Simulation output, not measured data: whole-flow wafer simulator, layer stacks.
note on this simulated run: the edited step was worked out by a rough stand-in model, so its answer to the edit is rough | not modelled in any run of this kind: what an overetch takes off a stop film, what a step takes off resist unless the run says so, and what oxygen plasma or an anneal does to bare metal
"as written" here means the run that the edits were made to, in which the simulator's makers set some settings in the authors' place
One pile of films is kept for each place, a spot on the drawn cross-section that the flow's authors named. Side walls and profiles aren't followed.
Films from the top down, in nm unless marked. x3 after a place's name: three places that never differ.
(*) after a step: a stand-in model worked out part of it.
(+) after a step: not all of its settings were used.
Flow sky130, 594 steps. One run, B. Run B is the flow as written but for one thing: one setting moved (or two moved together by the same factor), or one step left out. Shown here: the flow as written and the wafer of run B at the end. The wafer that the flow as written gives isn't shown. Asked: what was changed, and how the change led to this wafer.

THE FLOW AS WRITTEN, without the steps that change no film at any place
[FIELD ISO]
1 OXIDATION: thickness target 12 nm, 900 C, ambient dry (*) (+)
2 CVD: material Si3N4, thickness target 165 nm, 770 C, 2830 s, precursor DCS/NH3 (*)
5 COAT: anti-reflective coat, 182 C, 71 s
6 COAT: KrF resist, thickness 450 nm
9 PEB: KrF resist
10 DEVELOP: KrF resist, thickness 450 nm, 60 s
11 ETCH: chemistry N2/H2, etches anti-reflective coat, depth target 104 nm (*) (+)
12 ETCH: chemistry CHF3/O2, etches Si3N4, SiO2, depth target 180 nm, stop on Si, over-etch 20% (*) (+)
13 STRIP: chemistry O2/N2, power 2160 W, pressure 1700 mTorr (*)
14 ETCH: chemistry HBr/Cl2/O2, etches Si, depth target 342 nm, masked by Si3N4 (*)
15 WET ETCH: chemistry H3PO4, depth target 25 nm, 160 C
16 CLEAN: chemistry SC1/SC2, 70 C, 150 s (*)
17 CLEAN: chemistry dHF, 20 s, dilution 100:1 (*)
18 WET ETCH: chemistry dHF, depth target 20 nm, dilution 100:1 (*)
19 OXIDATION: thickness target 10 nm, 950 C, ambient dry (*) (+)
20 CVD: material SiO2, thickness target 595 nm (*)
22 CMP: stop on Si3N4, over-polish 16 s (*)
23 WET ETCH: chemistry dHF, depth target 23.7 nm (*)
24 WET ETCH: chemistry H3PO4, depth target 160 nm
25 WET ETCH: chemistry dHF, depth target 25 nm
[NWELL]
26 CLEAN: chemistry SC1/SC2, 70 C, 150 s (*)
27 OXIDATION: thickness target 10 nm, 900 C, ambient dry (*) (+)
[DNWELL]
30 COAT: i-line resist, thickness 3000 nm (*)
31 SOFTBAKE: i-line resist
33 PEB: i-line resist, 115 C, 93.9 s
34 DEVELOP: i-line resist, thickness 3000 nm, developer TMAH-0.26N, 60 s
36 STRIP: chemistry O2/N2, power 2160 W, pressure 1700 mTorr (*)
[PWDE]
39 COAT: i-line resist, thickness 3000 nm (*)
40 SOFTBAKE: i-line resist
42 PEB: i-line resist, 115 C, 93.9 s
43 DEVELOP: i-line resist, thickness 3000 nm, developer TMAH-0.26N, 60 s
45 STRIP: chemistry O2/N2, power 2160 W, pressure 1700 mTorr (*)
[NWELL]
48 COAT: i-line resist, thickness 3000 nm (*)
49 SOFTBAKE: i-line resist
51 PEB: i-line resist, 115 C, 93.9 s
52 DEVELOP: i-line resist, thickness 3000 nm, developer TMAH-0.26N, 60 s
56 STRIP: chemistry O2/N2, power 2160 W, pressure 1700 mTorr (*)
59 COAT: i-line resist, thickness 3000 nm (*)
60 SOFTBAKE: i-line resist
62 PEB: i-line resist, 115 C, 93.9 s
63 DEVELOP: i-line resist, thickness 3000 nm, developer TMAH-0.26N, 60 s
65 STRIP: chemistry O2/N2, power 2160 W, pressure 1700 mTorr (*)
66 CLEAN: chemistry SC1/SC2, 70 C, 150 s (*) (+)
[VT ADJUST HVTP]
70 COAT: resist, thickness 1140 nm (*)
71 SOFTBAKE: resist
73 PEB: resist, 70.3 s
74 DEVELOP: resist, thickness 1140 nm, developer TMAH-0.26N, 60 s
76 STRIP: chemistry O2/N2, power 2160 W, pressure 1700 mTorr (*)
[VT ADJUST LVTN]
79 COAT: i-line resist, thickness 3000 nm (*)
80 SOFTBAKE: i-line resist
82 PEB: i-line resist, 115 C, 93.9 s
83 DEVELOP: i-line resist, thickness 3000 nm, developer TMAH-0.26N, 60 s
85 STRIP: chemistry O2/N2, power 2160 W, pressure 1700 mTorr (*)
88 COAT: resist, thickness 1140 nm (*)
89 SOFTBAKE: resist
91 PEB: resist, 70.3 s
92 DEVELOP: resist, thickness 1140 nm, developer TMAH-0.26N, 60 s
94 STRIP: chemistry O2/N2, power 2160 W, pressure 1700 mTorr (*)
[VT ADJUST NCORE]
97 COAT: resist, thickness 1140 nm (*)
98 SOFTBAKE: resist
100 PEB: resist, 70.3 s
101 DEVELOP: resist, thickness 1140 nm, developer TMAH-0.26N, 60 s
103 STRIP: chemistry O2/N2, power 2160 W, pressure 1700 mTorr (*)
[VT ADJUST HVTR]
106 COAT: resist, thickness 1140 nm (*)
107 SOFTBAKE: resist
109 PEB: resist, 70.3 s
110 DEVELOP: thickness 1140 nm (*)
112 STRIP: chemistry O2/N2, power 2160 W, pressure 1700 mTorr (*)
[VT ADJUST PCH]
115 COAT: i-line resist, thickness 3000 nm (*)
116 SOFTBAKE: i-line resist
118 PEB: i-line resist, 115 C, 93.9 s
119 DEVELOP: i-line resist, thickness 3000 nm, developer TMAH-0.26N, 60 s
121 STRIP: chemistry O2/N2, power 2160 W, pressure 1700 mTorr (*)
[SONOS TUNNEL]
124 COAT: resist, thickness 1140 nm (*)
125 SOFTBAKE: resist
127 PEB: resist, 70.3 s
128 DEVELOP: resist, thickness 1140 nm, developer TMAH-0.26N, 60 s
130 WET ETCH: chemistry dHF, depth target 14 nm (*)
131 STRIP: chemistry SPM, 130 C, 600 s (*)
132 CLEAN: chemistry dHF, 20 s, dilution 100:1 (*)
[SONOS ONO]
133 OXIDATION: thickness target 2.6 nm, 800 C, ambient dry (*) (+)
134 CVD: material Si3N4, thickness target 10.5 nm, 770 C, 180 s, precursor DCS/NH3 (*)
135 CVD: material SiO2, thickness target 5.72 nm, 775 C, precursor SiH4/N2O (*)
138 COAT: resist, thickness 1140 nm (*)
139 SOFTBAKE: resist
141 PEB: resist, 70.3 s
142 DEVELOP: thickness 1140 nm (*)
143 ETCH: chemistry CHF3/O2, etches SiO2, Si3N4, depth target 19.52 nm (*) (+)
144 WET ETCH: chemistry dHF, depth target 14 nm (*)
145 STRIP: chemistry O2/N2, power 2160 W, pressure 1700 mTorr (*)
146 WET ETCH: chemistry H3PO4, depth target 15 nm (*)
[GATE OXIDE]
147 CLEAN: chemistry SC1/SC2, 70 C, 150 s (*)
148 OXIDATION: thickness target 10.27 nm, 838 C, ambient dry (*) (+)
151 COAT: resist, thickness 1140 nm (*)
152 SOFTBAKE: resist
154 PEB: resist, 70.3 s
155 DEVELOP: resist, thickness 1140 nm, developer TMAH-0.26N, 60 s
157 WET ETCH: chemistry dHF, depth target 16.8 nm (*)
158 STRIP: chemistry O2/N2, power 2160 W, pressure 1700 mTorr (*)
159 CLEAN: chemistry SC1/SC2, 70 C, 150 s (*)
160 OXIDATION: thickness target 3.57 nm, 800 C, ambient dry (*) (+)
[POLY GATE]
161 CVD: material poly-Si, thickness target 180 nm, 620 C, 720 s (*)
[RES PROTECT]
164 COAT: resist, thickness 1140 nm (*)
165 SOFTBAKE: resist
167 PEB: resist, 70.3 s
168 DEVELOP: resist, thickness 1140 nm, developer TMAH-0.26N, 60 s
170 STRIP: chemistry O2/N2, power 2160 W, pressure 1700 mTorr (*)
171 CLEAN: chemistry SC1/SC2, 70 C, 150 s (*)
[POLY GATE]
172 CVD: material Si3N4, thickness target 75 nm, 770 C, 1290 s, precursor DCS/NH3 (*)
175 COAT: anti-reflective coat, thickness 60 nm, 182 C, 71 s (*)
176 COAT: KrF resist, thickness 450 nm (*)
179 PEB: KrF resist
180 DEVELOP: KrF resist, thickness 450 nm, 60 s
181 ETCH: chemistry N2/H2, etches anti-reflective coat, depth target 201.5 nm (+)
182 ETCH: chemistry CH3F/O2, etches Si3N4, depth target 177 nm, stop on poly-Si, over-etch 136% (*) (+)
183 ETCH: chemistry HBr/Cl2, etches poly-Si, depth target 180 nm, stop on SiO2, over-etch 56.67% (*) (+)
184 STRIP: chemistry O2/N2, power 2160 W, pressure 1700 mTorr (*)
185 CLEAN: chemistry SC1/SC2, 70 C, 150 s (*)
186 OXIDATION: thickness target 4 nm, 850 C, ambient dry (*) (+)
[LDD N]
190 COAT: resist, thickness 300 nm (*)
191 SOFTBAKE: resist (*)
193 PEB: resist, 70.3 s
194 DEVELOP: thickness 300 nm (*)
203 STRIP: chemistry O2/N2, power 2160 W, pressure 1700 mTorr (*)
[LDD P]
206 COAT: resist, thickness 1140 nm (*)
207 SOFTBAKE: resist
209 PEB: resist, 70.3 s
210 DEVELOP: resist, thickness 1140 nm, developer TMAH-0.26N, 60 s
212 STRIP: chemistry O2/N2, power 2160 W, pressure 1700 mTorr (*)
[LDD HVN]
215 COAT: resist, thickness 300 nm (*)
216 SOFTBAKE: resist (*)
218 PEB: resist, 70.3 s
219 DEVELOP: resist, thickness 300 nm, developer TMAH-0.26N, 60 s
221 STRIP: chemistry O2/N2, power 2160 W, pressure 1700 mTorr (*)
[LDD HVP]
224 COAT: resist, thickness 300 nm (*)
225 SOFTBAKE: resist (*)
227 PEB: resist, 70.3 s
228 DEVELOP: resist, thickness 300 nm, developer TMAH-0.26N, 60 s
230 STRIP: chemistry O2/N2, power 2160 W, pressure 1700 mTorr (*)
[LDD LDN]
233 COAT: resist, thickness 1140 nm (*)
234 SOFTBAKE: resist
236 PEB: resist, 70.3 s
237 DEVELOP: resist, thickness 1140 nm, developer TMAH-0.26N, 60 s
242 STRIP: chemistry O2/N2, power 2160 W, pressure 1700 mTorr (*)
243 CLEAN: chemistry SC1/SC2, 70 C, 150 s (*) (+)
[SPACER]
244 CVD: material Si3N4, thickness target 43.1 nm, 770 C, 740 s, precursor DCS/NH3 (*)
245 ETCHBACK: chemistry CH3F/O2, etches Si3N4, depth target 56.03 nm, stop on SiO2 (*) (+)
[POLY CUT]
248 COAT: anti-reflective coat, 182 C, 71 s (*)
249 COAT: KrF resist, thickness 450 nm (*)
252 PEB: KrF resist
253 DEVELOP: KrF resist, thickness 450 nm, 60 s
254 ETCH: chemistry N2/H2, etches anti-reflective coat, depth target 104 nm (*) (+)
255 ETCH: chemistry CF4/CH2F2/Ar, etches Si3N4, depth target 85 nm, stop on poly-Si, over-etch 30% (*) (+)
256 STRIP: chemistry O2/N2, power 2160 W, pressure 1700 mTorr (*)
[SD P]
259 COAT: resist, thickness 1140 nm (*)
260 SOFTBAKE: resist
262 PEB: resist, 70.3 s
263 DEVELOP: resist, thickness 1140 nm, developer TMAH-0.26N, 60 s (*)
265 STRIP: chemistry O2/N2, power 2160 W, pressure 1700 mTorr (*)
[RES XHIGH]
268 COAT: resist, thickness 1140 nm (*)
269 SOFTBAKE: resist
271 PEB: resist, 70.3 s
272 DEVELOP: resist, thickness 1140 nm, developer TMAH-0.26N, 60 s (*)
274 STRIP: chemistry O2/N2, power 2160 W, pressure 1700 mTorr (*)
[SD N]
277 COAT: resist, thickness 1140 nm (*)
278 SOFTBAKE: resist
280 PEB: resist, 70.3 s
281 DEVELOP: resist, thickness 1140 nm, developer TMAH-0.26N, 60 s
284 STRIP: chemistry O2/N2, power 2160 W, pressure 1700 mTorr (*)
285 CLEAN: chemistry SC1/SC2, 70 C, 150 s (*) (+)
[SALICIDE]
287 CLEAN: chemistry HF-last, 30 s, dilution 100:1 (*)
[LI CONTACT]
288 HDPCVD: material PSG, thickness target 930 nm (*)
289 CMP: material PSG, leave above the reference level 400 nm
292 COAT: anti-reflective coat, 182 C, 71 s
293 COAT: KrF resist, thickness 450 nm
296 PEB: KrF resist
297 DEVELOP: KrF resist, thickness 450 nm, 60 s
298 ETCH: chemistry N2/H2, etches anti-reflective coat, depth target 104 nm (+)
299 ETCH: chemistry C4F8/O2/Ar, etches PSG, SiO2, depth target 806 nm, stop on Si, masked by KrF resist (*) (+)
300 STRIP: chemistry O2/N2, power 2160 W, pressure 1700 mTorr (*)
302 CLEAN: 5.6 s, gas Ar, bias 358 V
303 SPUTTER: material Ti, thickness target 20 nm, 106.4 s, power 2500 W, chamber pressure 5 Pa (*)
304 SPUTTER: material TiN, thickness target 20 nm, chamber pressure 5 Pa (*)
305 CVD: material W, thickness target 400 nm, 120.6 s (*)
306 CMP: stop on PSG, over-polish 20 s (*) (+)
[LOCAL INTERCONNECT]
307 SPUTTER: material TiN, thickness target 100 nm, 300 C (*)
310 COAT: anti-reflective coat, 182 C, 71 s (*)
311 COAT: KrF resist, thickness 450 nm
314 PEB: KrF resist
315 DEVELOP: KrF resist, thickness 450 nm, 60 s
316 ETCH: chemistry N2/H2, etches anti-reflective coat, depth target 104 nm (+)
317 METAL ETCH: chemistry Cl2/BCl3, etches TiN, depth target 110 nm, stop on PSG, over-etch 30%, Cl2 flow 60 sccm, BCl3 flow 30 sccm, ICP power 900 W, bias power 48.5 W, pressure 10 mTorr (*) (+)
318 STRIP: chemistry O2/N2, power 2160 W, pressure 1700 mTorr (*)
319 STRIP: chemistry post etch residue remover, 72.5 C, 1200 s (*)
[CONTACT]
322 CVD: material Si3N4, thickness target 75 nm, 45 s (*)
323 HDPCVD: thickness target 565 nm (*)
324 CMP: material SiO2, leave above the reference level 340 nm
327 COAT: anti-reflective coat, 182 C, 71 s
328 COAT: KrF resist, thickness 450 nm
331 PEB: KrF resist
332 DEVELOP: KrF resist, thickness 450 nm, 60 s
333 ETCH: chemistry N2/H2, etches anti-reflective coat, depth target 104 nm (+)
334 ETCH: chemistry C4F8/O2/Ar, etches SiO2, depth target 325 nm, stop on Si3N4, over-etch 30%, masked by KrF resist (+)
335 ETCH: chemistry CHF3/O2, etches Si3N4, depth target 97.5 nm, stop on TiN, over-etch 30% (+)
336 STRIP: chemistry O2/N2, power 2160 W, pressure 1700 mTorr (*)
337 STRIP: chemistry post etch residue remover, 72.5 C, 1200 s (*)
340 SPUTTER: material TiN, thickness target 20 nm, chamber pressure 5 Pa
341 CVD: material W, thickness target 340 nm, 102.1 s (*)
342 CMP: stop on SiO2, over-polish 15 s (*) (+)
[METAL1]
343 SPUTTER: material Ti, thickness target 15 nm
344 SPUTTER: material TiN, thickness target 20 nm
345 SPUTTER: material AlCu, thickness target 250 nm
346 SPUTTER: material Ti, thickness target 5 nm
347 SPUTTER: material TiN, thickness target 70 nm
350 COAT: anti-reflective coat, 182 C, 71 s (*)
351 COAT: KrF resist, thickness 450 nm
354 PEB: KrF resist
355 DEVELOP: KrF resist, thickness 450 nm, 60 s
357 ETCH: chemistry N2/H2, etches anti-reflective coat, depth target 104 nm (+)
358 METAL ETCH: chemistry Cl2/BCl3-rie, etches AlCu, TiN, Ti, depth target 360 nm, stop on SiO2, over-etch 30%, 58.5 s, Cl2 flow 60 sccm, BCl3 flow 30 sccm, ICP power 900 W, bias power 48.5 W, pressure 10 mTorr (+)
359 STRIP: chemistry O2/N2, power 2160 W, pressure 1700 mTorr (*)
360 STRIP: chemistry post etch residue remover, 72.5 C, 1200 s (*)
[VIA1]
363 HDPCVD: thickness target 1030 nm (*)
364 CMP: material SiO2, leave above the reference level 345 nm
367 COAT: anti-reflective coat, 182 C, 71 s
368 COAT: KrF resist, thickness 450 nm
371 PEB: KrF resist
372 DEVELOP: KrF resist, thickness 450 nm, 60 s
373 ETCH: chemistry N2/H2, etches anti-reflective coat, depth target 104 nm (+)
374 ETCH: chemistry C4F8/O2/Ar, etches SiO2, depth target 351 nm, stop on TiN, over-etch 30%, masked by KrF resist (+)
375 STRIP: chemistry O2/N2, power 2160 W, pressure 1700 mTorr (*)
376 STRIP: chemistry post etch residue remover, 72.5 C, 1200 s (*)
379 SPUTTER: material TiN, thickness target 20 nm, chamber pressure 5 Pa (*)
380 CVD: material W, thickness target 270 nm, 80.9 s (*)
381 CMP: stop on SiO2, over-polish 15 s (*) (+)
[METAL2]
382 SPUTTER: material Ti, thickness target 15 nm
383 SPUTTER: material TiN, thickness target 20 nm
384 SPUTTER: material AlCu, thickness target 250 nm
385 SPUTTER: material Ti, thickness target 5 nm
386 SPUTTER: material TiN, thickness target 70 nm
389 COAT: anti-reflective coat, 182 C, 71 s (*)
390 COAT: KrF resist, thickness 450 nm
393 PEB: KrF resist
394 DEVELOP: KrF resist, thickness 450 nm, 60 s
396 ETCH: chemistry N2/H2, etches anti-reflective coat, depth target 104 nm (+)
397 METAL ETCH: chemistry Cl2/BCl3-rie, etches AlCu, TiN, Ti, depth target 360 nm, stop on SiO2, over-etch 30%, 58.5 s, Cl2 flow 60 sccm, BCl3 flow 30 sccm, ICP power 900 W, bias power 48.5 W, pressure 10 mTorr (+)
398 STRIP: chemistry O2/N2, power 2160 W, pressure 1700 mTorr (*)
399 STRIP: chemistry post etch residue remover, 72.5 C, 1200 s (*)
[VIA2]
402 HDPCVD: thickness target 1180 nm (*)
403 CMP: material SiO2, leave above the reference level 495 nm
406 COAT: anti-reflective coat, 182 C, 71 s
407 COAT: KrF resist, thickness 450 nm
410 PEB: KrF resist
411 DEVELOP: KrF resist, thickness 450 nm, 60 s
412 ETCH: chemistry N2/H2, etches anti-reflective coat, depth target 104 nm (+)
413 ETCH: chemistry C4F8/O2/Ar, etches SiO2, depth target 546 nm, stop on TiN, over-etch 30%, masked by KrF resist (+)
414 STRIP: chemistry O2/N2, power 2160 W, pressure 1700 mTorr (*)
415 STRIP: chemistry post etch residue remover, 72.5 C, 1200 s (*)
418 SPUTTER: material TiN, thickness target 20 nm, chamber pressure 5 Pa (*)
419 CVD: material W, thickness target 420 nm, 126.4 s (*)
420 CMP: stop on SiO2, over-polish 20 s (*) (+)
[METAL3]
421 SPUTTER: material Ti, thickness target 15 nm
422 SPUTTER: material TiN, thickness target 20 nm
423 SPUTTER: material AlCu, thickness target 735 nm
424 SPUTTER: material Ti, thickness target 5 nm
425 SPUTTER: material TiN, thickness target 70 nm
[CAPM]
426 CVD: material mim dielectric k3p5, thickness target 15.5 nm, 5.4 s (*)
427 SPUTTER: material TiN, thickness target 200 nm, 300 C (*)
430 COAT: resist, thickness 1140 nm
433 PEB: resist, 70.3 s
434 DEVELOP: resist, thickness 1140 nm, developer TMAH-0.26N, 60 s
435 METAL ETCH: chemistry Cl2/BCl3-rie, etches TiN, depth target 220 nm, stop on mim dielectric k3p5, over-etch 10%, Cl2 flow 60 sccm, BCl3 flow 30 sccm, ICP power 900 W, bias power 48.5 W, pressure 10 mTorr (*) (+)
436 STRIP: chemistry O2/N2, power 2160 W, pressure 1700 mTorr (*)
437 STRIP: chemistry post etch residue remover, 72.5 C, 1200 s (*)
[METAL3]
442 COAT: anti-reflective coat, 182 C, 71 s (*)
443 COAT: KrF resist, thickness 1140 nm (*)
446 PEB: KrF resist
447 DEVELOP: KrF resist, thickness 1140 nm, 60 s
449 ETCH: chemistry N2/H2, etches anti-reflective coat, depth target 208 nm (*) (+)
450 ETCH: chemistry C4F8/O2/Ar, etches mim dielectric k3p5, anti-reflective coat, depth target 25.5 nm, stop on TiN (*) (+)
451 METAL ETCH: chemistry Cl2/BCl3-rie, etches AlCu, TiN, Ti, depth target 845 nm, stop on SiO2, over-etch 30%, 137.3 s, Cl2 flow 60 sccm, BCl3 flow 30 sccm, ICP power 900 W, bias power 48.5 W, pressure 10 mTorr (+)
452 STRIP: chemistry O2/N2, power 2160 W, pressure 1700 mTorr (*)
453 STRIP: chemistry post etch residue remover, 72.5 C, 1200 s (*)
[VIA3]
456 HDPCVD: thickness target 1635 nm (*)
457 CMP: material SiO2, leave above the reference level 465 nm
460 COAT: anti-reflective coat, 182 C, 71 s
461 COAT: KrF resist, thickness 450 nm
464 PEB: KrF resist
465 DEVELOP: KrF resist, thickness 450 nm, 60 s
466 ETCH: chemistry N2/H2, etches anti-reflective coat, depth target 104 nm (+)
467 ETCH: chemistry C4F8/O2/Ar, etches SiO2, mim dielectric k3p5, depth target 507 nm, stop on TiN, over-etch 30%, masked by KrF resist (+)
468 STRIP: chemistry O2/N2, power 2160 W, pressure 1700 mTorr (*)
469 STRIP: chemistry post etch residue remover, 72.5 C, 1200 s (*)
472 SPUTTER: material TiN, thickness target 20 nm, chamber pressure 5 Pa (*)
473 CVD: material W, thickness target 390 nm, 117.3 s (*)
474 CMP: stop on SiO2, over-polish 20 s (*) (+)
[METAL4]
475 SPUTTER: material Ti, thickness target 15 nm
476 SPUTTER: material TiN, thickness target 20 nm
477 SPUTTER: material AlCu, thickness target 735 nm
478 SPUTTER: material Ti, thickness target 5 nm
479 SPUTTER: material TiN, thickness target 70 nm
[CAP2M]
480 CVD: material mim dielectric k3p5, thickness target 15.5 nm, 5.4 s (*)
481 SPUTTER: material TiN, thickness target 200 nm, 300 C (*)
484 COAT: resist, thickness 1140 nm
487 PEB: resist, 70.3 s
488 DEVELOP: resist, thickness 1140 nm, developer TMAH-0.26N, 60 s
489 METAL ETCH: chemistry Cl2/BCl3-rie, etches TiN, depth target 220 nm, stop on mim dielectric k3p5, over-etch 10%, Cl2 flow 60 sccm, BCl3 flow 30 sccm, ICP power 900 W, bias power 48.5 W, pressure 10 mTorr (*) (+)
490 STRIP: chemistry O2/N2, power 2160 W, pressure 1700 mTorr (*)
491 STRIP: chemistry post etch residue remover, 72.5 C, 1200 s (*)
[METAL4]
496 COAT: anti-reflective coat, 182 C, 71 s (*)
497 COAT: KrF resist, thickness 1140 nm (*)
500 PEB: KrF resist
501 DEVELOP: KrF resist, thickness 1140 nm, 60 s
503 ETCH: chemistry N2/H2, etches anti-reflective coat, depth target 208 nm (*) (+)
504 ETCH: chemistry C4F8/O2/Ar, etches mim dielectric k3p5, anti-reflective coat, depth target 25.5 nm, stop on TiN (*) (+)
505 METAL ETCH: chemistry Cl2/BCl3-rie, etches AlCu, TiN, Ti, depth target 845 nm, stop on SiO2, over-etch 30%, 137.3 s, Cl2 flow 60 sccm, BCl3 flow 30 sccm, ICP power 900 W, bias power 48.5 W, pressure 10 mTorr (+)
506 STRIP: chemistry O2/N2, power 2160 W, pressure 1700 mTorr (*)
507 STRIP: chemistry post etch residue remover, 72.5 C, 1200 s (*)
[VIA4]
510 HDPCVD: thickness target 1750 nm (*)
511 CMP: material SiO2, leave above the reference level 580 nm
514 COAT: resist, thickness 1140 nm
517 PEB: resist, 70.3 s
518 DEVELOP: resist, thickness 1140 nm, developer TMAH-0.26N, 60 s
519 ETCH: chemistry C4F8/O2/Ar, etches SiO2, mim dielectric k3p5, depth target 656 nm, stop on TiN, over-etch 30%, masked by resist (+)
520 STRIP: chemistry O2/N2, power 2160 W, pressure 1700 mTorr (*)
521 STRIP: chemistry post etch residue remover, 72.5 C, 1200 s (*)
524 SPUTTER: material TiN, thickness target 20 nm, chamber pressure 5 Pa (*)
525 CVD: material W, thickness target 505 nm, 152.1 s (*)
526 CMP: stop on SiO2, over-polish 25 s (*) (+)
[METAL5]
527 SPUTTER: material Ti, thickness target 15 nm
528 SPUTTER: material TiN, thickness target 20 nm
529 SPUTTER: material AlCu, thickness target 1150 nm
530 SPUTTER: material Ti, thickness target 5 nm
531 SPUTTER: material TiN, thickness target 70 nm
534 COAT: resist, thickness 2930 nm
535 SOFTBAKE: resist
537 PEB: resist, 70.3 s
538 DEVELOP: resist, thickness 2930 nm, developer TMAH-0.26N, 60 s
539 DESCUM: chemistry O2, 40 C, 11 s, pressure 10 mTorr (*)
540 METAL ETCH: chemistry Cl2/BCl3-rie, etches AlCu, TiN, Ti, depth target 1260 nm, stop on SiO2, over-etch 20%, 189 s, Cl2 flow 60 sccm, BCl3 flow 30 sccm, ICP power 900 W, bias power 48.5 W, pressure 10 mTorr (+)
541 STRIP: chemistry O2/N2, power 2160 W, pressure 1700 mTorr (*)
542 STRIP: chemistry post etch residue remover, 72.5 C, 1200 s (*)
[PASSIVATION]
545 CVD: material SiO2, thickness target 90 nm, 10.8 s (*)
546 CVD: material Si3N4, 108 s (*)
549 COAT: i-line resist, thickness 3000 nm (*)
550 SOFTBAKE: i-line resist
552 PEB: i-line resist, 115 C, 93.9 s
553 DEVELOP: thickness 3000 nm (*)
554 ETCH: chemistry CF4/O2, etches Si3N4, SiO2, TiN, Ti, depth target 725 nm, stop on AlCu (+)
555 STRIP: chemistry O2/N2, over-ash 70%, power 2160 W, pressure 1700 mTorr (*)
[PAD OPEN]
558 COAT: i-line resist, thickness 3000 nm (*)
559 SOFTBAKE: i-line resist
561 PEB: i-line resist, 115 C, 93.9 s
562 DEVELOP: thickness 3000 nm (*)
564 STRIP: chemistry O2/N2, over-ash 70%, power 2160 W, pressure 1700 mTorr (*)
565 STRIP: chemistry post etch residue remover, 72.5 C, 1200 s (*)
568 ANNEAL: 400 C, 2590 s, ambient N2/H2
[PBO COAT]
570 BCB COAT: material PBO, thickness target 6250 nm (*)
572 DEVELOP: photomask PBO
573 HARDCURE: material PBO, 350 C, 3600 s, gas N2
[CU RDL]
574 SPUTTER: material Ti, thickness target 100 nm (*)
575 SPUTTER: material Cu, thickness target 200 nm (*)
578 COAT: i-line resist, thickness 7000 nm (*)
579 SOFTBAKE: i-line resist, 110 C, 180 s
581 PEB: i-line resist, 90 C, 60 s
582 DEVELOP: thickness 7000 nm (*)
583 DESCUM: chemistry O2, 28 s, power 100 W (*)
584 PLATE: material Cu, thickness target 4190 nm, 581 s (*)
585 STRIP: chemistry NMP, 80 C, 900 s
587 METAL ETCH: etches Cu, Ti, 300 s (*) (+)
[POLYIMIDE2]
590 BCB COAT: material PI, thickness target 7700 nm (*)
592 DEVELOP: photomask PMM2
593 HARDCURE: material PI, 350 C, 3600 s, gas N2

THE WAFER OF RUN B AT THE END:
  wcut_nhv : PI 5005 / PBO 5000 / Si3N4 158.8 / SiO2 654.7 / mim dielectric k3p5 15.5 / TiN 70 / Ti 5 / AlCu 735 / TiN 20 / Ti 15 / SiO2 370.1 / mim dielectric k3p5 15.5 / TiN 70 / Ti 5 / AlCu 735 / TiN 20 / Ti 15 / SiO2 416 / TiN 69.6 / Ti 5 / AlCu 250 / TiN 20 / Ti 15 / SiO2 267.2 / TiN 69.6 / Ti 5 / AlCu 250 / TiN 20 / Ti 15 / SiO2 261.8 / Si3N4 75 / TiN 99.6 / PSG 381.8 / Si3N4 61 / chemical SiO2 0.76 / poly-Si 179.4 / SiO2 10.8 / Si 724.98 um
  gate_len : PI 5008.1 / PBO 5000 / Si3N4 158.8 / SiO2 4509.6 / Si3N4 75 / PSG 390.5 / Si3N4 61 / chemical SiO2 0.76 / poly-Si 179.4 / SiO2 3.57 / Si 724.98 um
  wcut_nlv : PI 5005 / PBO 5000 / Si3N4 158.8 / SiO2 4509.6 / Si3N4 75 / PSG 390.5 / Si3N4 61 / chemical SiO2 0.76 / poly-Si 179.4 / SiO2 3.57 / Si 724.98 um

The cause: step 545, CVD: thickness target 141 nm was run, where the flow has thickness target 90 nm; step 545, CVD: 17 s was run, where the flow has 10.8 s.

How the change led to this, step by step:
  545 CVD: material SiO2, thickness target 90 nm, 10.8 s (*)
      field, active, gate and 175 more: SiO2 +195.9 (as written it would be: SiO2 +125.2)
      n_well, p_well, sd_n and 12 more: SiO2 +195.9 (new film) (as written it would be: SiO2 +125.2 (new film))
  550 SOFTBAKE: i-line resist
      gate_p_lvt, iso_guard_hv_nw: i-line resist +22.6 (as written it would be: i-line resist +20.6)
      active: i-line resist +13.5 (as written it would be: i-line resist +12)
      (and at 60 more places)
  554 ETCH: chemistry CF4/O2, etches Si3N4, SiO2, TiN, Ti, depth target 725 nm, stop on AlCu (+)
      field, active, n_well and 189 more: i-line resist -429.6 (as written it would be: i-line resist -358.9)
      pad: Si3N4 -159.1 (all of it), SiO2 -195.9 (all of it), TiN -69.6 (all of it), Ti -5 (all of it) (as written it would be: Si3N4 -159.1 (all of it), SiO2 -125.2 (all of it), TiN -69.6 (all of it), Ti -5 (all of it))
  555 STRIP: chemistry O2/N2, over-ash 70%, power 2160 W, pressure 1700 mTorr (*)
      gate_hv, dice_street, iso_guard and 83 more: i-line resist -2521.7 (all of it) (as written it would be: i-line resist -2592.4 (all of it))
      n_well, p_well, sd_n, sd_p: i-line resist -1270.1 (all of it) (as written it would be: i-line resist -1340.8 (all of it))
      (and at 102 more places)
  558 COAT: i-line resist, thickness 3000 nm (*)
      pad: i-line resist +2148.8 (new film) (as written it would be: i-line resist +2077.7 (new film))
  559 SOFTBAKE: i-line resist
      gate_p_lvt, iso_guard_hv_nw: i-line resist +22.6 (as written it would be: i-line resist +20.6)
      field: i-line resist +14 (as written it would be: i-line resist +12.5)
      (and at 67 more places)
  561 PEB: i-line resist, 115 C, 93.9 s
      pad: i-line resist -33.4 (as written it would be: i-line resist -32.2)
  562 DEVELOP: thickness 3000 nm (*)
      pad: i-line resist -2115.4 (all of it) (as written it would be: i-line resist -2045.5 (all of it))
  578 COAT: i-line resist, thickness 7000 nm (*)
      pad: i-line resist +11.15 um (new film) (as written it would be: i-line resist +11.08 um (new film))
  579 SOFTBAKE: i-line resist, 110 C, 180 s
      ndiff_licon_rim, ndiff_licon: i-line resist -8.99 (as written it would be: i-line resist -8.01)
      rpo_hd_licon, mim2: i-line resist -15.9 (as written it would be: i-line resist -14.9)
      (and at 28 more places)
  582 DEVELOP: thickness 7000 nm (*)
      pad: i-line resist -11.15 um (all of it) (as written it would be: i-line resist -11.08 um (all of it))
